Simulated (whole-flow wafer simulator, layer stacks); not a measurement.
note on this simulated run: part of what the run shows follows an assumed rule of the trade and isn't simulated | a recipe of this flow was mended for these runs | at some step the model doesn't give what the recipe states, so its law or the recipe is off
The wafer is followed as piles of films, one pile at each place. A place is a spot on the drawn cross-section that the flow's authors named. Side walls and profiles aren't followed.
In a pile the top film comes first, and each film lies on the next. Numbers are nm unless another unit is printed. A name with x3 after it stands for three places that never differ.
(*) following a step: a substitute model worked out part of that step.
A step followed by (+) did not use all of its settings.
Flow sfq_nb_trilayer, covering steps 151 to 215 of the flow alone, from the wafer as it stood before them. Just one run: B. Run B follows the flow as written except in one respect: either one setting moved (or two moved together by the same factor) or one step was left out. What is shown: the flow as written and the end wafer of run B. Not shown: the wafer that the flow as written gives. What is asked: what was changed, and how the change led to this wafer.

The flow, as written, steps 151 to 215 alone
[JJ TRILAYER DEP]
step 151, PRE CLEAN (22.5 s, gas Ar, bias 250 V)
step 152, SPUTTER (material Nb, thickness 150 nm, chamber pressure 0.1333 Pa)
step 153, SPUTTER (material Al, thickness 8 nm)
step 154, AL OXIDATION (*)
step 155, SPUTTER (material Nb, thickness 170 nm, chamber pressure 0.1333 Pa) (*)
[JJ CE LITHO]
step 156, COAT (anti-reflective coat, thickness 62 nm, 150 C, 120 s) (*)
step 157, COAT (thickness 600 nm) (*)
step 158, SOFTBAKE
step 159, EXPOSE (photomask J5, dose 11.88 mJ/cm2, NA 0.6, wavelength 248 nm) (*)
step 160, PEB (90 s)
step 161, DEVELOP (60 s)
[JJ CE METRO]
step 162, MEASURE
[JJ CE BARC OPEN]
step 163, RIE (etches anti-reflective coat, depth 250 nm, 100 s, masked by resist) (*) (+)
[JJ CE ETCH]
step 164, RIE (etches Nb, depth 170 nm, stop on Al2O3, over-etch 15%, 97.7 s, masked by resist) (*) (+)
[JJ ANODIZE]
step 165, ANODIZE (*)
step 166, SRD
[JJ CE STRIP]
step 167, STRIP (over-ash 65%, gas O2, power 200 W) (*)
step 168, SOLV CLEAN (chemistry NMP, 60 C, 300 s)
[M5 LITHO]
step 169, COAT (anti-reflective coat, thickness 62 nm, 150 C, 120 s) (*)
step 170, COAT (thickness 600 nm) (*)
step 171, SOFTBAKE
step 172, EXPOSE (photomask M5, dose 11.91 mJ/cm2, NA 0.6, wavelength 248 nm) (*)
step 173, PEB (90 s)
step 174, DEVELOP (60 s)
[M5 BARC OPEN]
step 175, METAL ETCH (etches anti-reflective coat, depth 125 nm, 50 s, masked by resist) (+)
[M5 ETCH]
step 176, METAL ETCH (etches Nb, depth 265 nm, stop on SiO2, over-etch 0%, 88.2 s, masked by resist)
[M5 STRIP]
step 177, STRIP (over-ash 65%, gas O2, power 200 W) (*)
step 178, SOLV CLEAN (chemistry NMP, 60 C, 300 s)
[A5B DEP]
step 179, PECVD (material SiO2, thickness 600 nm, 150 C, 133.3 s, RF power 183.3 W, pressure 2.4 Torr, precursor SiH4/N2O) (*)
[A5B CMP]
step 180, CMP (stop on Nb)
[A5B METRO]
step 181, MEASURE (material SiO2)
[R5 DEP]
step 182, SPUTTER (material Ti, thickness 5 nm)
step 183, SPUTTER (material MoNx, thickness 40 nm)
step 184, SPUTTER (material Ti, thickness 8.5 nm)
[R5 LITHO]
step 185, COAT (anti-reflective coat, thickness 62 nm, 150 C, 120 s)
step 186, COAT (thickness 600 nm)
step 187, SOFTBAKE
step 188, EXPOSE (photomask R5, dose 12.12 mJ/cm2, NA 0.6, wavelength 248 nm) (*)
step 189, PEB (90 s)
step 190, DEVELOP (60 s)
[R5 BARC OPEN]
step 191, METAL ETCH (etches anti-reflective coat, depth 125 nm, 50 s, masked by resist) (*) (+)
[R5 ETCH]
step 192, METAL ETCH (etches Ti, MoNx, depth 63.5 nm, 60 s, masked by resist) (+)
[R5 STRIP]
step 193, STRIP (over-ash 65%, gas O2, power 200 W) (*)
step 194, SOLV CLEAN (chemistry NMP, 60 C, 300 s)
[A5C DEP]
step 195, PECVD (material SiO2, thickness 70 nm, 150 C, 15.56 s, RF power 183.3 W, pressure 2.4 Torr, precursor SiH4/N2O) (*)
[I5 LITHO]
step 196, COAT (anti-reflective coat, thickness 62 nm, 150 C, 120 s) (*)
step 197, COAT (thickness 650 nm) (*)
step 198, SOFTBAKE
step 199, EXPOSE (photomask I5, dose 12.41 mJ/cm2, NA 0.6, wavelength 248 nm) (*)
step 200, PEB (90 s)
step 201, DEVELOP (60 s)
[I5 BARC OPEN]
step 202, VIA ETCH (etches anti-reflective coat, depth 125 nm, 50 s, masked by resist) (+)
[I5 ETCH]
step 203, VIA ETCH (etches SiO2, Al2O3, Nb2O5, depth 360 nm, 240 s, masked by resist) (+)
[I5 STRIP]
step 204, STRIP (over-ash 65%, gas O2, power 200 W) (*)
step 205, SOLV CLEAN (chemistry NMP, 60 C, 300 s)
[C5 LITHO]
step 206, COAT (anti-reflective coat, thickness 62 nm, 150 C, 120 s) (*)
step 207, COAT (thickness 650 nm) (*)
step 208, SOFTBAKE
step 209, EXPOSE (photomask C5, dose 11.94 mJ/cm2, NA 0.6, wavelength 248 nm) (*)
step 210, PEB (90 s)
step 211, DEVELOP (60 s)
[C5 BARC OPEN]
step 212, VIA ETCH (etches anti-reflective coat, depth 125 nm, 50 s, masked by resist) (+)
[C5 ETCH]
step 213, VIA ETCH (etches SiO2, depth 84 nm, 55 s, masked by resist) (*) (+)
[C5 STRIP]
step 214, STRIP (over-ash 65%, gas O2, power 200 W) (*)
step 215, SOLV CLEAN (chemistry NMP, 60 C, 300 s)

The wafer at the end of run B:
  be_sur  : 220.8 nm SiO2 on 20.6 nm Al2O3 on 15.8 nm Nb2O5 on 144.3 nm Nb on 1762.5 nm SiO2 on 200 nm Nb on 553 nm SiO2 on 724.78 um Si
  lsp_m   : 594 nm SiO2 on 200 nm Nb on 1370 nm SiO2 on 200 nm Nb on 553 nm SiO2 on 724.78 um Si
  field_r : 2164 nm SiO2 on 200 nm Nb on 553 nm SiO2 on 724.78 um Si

The reason: step 153, SPUTTER: thickness 12.8 nm was run, while the flow as written has thickness 8 nm.

Step by step, how the change led to this:
  step 153, SPUTTER (material Al, thickness 8 nm)
      field_l, v_sur, via_sp and 100 more: +12.8 Al (new film) (as written it would have been: +8 Al (new film))
      via_wl, via_wr: +8.21 Al (new film) (as written it would have been: +5.13 Al (new film))
      (also at 1 further place)
  step 156, COAT (anti-reflective coat, thickness 62 nm, 150 C, 120 s) (*)
      via_wl, via_wr: +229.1 anti-reflective coat (new film) (as written it would have been: +224.3 anti-reflective coat (new film))
  step 163, RIE (etches anti-reflective coat, depth 250 nm, 100 s, masked by resist) (*) (+)
      via_wl, via_wr: -229.1 anti-reflective coat (all of it) (as written it would have been: -224.3 anti-reflective coat (all of it))
  step 165, ANODIZE (*)
      field_l, v_sur, via_sp and 96 more: +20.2 Al2O3, +15.8 Nb2O5 (new film), -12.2 Al (all of it), -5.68 Nb (as written it would have been: +12.2 Al2O3, +29.9 Nb2O5 (new film), -7.42 Al (all of it), -10.8 Nb)
      via_wl, via_wr: +12.6 Al2O3 (new film), +30.1 Nb2O5 (new film), -7.63 Al (all of it), -10.8 Nb (as written it would have been: +7.51 Al2O3 (new film), +39.2 Nb2O5 (new film), -4.55 Al (all of it), -14.1 Nb)
      (also at 1 further place)
  step 169, COAT (anti-reflective coat, thickness 62 nm, 150 C, 120 s) (*)
      jj_sur: +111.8 anti-reflective coat (new film) (as written it would have been: +109.5 anti-reflective coat (new film))
      ce_r: +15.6 anti-reflective coat (new film) (as written it would have been: +17.1 anti-reflective coat (new film))
      (also at 2 further places)
  step 175, METAL ETCH (etches anti-reflective coat, depth 125 nm, 50 s, masked by resist) (+)
      wl_a_sl: -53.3 anti-reflective coat (all of it), -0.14 Al2O3 (as written it would have been: -54.5 anti-reflective coat (all of it), -0.14 Al2O3)
  step 176, METAL ETCH (etches Nb, depth 265 nm, stop on SiO2, over-etch 0%, 88.2 s, masked by resist)
      field_l, res, r_end and 47 more: -20.5 Al2O3 (all of it), -15.8 Nb2O5 (all of it), -144.3 Nb (all of it), -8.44 SiO2 (as written it would have been: -12.6 Al2O3 (all of it), -29.9 Nb2O5 (all of it), -139.2 Nb (all of it), -8.33 SiO2)
      r_sur, wl_a_sl, wl_a_m6: -20.5 Al2O3 (all of it), -15.8 Nb2O5 (all of it), -144.3 Nb (all of it), -8.44 SiO2 (as written it would have been: -12.5 Al2O3 (all of it), -29.9 Nb2O5 (all of it), -139.2 Nb (all of it), -8.33 SiO2)
  step 177, STRIP (over-ash 65%, gas O2, power 200 W) (*)
      jj_sur: -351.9 KrF-resist-other-grade (all of it), -111.8 anti-reflective coat (all of it) (as written it would have been: -352.7 KrF-resist-other-grade (all of it), -109.5 anti-reflective coat (all of it))
      ce_r: -304.9 KrF-resist-other-grade (all of it), -15.6 anti-reflective coat (all of it) (as written it would have been: -307.4 KrF-resist-other-grade (all of it), -17.1 anti-reflective coat (all of it))
      (also at 1 further place)
  step 180, CMP (stop on Nb)
      via_wl, via_wr: -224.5 SiO2 (as written it would have been: -230 SiO2)
      via_w: -223.8 SiO2 (as written it would have been: -229.6 SiO2)
  step 203, VIA ETCH (etches SiO2, Al2O3, Nb2O5, depth 360 nm, 240 s, masked by resist) (+)
      be: -220.5 SiO2 (all of it), -20.6 Al2O3 (all of it), -15.8 Nb2O5 (all of it), -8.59 Nb (as written it would have been: -214.5 SiO2 (all of it), -12.7 Al2O3 (all of it), -29.9 Nb2O5 (all of it), -8.57 Nb)
